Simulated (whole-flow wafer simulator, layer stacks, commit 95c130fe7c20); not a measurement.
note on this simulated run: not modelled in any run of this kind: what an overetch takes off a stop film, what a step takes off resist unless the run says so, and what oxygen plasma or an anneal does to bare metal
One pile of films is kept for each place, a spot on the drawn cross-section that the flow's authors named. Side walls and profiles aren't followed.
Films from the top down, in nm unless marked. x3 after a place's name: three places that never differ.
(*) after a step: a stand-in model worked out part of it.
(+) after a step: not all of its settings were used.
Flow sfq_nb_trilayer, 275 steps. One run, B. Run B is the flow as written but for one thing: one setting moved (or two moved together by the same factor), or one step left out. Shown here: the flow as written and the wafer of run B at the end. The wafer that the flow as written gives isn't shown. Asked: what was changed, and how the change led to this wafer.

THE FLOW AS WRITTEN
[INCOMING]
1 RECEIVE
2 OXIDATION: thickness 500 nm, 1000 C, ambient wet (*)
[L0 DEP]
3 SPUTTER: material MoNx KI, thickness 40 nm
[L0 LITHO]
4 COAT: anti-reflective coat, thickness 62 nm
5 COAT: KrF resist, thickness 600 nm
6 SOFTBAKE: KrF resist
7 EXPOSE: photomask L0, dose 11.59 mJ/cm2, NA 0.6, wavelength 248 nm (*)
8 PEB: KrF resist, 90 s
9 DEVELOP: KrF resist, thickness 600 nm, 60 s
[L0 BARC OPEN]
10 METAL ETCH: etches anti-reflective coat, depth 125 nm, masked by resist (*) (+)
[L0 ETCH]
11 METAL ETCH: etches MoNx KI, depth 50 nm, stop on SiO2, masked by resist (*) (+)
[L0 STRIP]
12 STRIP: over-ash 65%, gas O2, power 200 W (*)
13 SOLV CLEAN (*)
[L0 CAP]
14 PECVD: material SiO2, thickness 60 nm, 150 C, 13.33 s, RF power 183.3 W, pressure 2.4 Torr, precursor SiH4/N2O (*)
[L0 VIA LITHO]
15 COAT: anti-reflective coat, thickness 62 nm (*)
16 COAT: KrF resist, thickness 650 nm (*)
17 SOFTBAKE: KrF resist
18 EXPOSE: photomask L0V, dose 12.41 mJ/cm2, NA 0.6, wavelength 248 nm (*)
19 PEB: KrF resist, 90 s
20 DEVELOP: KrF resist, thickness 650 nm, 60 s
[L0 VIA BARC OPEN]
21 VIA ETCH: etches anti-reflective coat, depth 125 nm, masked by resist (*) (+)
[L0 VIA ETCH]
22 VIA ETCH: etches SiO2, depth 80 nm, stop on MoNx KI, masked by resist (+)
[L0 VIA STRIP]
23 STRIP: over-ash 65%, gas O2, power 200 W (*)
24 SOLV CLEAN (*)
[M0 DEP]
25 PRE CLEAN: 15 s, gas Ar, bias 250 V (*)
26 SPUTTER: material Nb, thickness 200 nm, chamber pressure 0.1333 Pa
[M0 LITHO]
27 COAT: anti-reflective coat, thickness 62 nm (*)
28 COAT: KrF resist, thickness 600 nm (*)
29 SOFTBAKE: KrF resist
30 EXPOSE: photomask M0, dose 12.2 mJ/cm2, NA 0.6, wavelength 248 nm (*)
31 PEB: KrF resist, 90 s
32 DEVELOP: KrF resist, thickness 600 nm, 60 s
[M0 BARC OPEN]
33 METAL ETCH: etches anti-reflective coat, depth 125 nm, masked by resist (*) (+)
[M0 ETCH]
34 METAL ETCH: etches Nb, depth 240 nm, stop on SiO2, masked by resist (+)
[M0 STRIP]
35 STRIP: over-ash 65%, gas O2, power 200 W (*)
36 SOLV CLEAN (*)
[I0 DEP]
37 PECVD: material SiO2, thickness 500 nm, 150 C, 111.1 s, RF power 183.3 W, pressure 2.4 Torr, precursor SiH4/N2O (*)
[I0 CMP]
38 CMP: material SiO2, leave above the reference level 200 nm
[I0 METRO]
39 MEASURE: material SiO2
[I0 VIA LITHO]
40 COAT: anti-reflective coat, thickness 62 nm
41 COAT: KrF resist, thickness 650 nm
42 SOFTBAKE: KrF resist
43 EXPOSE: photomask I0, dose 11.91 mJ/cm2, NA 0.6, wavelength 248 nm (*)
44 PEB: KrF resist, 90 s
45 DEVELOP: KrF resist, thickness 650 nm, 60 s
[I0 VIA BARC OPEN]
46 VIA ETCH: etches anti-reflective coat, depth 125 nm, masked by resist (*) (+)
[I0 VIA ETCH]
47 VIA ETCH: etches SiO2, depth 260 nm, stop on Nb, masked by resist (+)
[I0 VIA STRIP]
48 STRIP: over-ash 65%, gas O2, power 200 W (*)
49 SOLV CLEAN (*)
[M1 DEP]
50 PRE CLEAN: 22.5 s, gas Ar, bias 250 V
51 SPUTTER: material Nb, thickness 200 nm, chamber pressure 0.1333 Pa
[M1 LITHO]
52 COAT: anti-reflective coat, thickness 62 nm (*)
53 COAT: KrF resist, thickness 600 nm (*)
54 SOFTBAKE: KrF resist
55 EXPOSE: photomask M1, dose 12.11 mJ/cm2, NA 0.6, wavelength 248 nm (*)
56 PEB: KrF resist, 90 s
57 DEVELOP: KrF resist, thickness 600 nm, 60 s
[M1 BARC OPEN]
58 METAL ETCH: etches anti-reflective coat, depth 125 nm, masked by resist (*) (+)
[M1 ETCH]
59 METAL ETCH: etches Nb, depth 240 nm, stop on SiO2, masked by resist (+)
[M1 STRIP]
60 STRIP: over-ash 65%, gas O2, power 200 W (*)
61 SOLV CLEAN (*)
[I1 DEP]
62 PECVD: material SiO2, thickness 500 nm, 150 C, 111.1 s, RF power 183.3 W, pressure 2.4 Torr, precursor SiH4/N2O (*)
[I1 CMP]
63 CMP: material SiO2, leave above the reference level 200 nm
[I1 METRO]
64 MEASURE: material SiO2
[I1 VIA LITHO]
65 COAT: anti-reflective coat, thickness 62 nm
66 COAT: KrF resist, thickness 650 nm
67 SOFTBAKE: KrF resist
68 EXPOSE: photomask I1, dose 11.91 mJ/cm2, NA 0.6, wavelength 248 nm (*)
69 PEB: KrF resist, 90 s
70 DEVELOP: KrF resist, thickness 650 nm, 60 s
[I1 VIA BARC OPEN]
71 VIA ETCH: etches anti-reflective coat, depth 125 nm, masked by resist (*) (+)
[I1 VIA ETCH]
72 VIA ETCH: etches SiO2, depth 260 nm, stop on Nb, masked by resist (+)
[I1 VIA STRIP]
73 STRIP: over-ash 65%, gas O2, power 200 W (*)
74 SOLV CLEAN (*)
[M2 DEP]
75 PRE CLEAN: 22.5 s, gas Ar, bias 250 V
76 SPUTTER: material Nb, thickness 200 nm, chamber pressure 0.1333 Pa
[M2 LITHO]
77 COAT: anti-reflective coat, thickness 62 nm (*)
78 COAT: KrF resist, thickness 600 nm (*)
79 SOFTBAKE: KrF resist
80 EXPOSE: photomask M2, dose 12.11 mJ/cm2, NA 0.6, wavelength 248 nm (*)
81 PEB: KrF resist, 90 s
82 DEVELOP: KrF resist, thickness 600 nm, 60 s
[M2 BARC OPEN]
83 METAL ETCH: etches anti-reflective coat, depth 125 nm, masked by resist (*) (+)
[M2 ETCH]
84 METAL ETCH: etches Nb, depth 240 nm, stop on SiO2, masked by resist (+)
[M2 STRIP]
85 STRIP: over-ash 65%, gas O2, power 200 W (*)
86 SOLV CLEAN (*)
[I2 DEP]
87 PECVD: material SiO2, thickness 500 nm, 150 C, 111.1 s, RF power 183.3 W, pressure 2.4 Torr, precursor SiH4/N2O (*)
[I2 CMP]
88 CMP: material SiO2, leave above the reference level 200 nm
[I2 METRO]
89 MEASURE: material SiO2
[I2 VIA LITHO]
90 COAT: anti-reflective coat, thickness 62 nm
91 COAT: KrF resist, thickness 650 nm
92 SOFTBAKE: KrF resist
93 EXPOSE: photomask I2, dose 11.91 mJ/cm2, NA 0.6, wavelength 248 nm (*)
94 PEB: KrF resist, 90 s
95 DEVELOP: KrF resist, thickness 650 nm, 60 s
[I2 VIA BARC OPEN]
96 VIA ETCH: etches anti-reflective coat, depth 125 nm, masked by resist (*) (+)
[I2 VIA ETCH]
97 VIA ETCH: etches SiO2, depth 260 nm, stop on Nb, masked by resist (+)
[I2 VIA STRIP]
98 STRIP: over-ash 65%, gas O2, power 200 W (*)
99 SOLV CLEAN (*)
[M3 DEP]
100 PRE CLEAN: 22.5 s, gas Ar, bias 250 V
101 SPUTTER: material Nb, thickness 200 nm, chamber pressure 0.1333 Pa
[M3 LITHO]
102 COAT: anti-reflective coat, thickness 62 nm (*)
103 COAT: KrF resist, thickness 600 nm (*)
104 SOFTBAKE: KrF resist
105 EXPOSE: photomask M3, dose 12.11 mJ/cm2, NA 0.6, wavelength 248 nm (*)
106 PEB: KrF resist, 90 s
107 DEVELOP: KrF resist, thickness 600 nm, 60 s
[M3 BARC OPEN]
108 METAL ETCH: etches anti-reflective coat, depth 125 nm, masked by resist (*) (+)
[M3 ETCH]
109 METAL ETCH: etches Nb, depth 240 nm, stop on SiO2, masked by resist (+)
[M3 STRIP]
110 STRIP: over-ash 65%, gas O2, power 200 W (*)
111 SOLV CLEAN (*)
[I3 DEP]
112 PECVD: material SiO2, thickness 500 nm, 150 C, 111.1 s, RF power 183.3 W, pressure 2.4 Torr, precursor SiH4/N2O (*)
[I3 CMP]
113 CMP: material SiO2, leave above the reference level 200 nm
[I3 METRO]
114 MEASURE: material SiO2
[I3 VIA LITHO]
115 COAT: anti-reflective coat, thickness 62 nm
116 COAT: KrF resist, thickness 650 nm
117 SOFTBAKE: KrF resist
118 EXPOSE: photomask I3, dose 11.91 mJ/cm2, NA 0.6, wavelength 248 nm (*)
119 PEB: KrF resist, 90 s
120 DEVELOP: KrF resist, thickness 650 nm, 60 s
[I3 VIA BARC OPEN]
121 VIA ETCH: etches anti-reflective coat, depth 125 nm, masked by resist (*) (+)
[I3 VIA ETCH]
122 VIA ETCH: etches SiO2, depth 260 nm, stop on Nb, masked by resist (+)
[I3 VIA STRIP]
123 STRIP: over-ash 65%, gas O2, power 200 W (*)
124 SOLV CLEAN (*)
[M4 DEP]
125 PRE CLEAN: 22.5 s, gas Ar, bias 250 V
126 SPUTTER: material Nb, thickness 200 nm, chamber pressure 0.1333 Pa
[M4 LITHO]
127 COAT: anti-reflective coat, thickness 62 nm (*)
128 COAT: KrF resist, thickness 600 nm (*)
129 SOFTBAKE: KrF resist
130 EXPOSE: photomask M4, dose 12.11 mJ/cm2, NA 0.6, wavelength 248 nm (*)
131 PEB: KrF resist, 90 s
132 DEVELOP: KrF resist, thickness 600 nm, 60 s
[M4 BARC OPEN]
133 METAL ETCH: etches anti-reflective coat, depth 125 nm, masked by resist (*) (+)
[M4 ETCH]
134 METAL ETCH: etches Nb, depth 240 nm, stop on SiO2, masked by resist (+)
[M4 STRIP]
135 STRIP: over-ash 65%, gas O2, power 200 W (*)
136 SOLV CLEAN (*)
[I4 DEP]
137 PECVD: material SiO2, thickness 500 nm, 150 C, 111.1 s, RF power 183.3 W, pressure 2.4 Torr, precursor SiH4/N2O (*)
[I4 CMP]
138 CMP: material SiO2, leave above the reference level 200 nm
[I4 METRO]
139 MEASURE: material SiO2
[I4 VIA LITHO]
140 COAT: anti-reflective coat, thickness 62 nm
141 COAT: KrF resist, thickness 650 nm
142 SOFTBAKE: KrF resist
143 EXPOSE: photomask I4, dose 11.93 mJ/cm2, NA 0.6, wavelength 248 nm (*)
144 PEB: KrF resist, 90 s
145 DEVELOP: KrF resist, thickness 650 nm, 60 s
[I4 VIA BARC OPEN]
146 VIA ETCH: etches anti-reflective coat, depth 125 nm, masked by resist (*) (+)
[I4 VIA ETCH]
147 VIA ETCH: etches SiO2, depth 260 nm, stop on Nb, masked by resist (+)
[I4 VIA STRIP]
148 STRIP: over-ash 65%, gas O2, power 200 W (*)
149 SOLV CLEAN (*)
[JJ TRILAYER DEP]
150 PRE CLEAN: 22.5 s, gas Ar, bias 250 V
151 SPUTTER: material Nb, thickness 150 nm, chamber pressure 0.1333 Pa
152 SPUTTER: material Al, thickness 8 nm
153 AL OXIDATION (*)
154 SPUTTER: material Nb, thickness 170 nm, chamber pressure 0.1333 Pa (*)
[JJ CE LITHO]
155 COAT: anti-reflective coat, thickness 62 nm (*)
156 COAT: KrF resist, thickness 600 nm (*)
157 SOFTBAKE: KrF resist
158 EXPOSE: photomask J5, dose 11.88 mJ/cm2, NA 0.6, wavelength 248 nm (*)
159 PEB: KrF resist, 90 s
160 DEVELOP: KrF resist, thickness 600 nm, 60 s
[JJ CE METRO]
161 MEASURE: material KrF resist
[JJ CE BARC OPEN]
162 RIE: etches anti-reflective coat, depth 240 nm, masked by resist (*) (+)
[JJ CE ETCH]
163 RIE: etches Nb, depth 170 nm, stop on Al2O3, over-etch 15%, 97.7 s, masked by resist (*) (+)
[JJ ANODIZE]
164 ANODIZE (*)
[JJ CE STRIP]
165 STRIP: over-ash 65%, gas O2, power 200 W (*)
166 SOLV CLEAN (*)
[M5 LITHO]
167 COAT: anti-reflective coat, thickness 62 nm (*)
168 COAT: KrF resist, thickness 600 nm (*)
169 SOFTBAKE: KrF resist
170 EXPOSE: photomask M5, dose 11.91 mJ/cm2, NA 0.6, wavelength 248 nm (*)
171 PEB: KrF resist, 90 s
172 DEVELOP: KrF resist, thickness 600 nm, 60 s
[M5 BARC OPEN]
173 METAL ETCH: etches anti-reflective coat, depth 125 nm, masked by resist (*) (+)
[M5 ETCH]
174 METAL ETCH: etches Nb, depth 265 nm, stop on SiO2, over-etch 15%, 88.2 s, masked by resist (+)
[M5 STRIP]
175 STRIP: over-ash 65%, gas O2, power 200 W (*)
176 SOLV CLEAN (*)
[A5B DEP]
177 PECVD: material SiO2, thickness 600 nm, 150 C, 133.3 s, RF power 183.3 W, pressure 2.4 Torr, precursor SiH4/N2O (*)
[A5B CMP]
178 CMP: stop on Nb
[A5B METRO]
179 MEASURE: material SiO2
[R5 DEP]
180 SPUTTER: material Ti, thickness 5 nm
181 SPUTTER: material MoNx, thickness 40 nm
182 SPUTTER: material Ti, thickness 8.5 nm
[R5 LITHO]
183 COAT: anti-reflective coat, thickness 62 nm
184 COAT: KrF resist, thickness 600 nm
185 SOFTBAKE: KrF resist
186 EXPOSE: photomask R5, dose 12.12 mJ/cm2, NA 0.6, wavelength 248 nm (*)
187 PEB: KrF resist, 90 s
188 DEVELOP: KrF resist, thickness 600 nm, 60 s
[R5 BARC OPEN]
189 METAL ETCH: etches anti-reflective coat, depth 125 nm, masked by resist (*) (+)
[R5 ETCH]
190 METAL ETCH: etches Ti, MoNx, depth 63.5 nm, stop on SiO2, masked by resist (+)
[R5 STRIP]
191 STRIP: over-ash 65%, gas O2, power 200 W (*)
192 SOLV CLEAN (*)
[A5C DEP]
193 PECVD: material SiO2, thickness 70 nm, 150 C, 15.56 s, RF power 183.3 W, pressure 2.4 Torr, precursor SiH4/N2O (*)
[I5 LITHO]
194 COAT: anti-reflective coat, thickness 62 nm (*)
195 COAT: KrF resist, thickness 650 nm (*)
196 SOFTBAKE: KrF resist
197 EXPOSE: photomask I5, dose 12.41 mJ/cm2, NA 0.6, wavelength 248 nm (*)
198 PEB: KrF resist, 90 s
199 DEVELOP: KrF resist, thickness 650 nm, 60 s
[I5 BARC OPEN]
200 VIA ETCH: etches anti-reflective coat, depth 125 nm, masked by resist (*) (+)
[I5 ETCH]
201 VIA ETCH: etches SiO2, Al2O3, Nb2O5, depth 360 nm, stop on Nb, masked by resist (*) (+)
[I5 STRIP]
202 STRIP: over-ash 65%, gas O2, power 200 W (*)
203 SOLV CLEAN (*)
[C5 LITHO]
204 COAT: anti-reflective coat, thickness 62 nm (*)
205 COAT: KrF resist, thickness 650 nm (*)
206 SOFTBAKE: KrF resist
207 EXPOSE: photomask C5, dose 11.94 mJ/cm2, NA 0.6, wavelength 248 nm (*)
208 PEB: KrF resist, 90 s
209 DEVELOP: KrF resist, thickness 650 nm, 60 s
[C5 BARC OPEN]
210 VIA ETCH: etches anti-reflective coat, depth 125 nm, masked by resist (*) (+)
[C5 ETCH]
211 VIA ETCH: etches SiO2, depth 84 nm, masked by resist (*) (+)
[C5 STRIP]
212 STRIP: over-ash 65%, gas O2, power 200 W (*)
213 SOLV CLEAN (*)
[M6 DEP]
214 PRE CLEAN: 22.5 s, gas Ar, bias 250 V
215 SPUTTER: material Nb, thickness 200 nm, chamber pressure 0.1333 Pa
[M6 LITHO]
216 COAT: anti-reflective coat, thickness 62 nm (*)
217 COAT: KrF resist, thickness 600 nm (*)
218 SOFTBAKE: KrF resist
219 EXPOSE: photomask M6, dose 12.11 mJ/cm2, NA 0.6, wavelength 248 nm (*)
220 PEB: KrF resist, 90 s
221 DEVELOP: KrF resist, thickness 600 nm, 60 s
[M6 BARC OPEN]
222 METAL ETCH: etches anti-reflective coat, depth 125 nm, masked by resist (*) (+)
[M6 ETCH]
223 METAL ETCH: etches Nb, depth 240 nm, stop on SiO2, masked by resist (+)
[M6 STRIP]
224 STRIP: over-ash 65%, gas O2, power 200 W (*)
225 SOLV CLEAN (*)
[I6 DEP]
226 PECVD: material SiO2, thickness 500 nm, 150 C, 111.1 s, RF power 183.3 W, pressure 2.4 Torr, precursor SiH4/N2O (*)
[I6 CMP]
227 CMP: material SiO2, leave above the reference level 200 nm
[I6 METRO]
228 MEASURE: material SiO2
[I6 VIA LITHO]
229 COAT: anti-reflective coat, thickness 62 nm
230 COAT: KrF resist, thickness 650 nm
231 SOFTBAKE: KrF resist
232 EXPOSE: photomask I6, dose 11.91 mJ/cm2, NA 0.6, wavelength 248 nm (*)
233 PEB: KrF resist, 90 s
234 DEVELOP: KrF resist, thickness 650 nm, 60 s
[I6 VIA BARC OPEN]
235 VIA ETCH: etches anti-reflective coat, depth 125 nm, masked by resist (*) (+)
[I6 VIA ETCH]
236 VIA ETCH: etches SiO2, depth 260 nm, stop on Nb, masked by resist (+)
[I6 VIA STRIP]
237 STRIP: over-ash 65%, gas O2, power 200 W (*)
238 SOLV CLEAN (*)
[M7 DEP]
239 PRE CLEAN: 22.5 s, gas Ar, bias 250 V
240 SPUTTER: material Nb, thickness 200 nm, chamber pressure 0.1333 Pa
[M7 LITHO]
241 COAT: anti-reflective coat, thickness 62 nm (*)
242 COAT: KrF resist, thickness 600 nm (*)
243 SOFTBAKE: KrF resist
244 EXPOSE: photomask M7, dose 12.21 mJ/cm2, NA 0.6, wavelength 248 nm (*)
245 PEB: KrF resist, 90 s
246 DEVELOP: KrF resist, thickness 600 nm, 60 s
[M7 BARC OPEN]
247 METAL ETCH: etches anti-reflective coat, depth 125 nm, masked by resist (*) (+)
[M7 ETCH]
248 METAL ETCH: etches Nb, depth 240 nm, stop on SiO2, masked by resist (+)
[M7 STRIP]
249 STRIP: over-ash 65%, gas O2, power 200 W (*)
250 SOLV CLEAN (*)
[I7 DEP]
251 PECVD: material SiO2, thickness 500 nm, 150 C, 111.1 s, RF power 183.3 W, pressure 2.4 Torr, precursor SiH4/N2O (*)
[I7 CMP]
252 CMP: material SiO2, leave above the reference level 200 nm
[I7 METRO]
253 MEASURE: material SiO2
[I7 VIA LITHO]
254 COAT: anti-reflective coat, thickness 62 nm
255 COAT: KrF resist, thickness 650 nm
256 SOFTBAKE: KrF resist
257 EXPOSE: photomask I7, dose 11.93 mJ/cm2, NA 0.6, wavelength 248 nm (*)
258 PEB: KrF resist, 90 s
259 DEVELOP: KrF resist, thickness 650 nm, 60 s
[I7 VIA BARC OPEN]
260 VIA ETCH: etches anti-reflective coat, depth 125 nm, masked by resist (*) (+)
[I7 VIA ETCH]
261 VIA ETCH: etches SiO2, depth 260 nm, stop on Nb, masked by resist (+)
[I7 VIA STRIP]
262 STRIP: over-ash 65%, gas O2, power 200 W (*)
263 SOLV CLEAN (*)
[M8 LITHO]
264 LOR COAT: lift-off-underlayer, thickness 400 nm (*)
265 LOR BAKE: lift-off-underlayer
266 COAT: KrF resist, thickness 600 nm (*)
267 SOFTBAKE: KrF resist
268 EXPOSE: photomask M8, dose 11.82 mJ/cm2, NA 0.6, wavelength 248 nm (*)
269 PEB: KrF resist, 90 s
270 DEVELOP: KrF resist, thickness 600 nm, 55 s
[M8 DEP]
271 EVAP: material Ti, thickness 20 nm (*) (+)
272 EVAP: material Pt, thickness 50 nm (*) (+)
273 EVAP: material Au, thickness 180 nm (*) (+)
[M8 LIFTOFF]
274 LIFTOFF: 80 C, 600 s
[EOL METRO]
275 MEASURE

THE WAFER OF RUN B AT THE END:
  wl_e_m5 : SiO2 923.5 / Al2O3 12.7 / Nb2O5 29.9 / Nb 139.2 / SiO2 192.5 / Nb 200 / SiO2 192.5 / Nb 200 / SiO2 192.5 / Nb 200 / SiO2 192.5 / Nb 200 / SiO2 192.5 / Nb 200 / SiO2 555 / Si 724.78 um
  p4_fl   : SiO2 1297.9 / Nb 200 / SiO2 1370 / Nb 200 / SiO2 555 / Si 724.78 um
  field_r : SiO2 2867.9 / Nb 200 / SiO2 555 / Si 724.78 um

The cause: step 240, SPUTTER: thickness 122 nm was run, where the flow has thickness 200 nm.

How the change led to this, step by step:
  240 SPUTTER: material Nb, thickness 200 nm, chamber pressure 0.1333 Pa
      field_l, v_sur, via_wl and 102 more: Nb +122 (new film) (as written it would be: Nb +200 (new film))
      via_v: Nb +98.1 (as written it would be: Nb +161.1)
  241 COAT: anti-reflective coat, thickness 62 nm (*)
      via_v: anti-reflective coat +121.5 (new film) (as written it would be: anti-reflective coat +126 (new film))
  248 METAL ETCH: etches Nb, depth 240 nm, stop on SiO2, masked by resist (+)
      field_l, field_r, lsp_l and 62 more: Nb -122 (all of it) (as written it would be: Nb -200 (all of it))
      v_sur, via_wl, via_w and 38 more: KrF resist -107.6 (as written it would be: KrF resist -141.2)
  249 STRIP: over-ash 65%, gas O2, power 200 W (*)
      wl_j_sl, wl_jj, wl_j_sr and 14 more: KrF resist -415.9 (all of it), anti-reflective coat -62 (all of it) (as written it would be: KrF resist -382.4 (all of it), anti-reflective coat -62 (all of it))
      lsp_m, ln_m6, lsp_r: KrF resist -415.5 (all of it), anti-reflective coat -61.8 (all of it) (as written it would be: KrF resist -381.9 (all of it), anti-reflective coat -61.8 (all of it))
      (and at 21 more places)
  251 PECVD: material SiO2, thickness 500 nm, 150 C, 111.1 s, RF power 183.3 W, pressure 2.4 Torr, precursor SiH4/N2O (*)
      m7r_space_l, m7r_space_r: SiO2 +500 (as written it would be: SiO2 +557.1)
      via_v: SiO2 +597.5 (new film) (as written it would be: SiO2 +621 (new film))
  252 CMP: material SiO2, leave above the reference level 200 nm
      field_l, p4_fl, p4_fm and 56 more: SiO2 -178 (as written it would be: SiO2 -100)
      field_r, lsp_l: SiO2 -164.4 (as written it would be: SiO2 -77.7)
      (and at 5 more places)
